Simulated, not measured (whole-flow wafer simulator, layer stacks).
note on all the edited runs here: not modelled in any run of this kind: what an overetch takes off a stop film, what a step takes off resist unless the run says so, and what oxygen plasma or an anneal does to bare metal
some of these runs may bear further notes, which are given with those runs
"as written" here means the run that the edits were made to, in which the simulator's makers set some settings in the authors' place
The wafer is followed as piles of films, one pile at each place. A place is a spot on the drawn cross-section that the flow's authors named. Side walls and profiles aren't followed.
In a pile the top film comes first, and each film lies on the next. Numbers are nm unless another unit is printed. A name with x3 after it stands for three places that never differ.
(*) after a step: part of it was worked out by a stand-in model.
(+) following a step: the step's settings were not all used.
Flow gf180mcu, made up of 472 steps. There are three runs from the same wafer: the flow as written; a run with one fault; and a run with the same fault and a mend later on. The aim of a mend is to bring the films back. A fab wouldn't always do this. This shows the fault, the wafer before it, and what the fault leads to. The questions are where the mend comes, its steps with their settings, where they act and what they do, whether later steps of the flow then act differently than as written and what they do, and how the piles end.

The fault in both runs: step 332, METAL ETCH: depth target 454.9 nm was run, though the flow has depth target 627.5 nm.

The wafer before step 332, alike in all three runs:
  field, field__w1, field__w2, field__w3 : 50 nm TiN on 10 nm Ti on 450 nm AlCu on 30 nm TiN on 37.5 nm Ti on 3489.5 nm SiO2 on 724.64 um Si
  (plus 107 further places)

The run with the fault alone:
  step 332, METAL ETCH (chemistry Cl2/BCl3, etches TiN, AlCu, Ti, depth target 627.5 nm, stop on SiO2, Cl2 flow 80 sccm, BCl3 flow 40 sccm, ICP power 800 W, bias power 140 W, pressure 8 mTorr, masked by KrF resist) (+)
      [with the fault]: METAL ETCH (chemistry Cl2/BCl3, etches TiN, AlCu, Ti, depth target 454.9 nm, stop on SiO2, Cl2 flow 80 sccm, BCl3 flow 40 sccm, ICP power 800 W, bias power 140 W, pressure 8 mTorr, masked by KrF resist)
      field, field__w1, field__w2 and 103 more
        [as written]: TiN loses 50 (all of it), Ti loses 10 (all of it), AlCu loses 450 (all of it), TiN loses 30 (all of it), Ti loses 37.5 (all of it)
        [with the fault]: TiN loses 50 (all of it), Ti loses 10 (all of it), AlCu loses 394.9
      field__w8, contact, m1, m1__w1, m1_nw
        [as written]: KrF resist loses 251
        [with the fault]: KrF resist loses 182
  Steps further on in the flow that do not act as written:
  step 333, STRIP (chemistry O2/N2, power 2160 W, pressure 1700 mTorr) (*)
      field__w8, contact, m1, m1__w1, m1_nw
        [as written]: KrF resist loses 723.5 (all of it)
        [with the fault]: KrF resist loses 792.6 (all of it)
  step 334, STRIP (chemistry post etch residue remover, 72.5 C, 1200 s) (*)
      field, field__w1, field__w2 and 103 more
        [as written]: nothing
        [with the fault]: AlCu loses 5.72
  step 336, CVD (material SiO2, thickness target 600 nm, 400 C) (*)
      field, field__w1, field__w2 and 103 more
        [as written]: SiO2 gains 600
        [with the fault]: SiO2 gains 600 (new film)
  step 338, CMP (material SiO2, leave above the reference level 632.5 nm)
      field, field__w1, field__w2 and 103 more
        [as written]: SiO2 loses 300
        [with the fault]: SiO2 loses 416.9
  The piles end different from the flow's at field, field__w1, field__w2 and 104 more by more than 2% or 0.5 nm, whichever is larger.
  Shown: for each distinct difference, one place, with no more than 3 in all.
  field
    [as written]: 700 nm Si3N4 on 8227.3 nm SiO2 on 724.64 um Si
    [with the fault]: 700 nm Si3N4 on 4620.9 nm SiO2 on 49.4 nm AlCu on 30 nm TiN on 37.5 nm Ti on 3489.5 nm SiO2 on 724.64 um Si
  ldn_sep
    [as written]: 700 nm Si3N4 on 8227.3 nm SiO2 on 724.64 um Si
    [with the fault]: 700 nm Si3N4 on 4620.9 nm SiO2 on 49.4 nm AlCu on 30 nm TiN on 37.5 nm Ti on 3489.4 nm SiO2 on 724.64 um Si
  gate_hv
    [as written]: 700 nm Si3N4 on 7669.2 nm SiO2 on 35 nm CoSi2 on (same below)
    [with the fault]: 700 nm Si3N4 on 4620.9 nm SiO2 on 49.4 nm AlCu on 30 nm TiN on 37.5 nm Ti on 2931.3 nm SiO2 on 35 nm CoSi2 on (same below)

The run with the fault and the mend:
  The mend follows step 334.
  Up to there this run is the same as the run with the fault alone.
  step 334a, DEHYDRATE (200 C, 60 s) (a further turn of the flow's step 325)
      alters no film at any place that is followed
  step 334b, HMDS (120 C, 60 s) (a further turn of the flow's step 326)
      alters no film at any place that is followed
  step 334c, COAT (KrF resist, thickness 1000 nm) (*) (a further turn of the flow's step 327)
      iso_ptap_pw, iso_ntap_nw, iso_nw_fld and 33 more
        KrF resist gains 1000 (new film)
      field_sub, field_sub__w1, field_sub__w2 and 15 more
        KrF resist gains 1002.7 (new film)
      p_well, sti, spacer and 6 more
        KrF resist gains 1003 (new film)
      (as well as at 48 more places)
  step 334d, SOFTBAKE (KrF resist) (a further turn of the flow's step 328)
      alters no film at any place that is followed
  step 334e, EXPOSE (photomask Metal3) (a further turn of the flow's step 329)
      alters no film at any place that is followed
  step 334f, PEB (KrF resist, 135 C, 90 s) (a further turn of the flow's step 330)
      field__w1, field__w2, field__w3 and 56 more
        KrF resist loses 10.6
      iso_ptap_pw, iso_ntap_nw, iso_nw_fld and 33 more
        KrF resist loses 10.5
      gate_hv, sd_p, nw_sep_fld, polyc_n, polyc_n_rim
        KrF resist loses 10.7
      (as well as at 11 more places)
  step 334g, DEVELOP (thickness 1000 nm, 60 s) (a further turn of the flow's step 331)
      iso_ptap_pw, iso_ntap_nw, iso_nw_fld and 33 more
        KrF resist loses 989.5 (all of it)
      field_sub, field_sub__w1, field_sub__w2 and 14 more
        KrF resist loses 992.1 (all of it)
      field__w11, field__w13, p_well and 8 more
        KrF resist loses 992.5 (all of it)
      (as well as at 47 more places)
  step 334h, METAL ETCH (chemistry Cl2/BCl3, etches TiN, AlCu, Ti, depth target 172.6 nm, stop on SiO2, Cl2 flow 80 sccm, BCl3 flow 40 sccm, ICP power 800 W, bias power 140 W, pressure 8 mTorr, masked by KrF resist) (+) (a further turn of the flow's step 332, with different settings)
      field, field__w1, field__w2 and 103 more
        AlCu loses 49.4 (all of it), TiN loses 30 (all of it), Ti loses 37.5 (all of it)
      field__w8, contact, m1, m1__w1, m1_nw
        KrF resist loses 69
  step 334i, STRIP (chemistry O2/N2, power 2160 W, pressure 1700 mTorr) (*) (a further turn of the flow's step 333)
      field__w8
        KrF resist loses 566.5 (all of it)
      contact
        KrF resist loses 564.6 (all of it)
      m1
        KrF resist loses 567.4 (all of it)
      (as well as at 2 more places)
  step 334j, STRIP (chemistry post etch residue remover, 72.5 C, 1200 s) (*) (a further turn of the flow's step 334)
      field__w8, contact, m1, m1__w1, m1_nw
        TiN loses 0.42
  Every later step of the flow that is run acts as written, at every place that is followed, to within 2% or 0.5 nm, whichever is larger.
  At the end the piles are close to the flow's at the places that both follow, differing by at most 2% or 0.5 nm, whichever is larger.
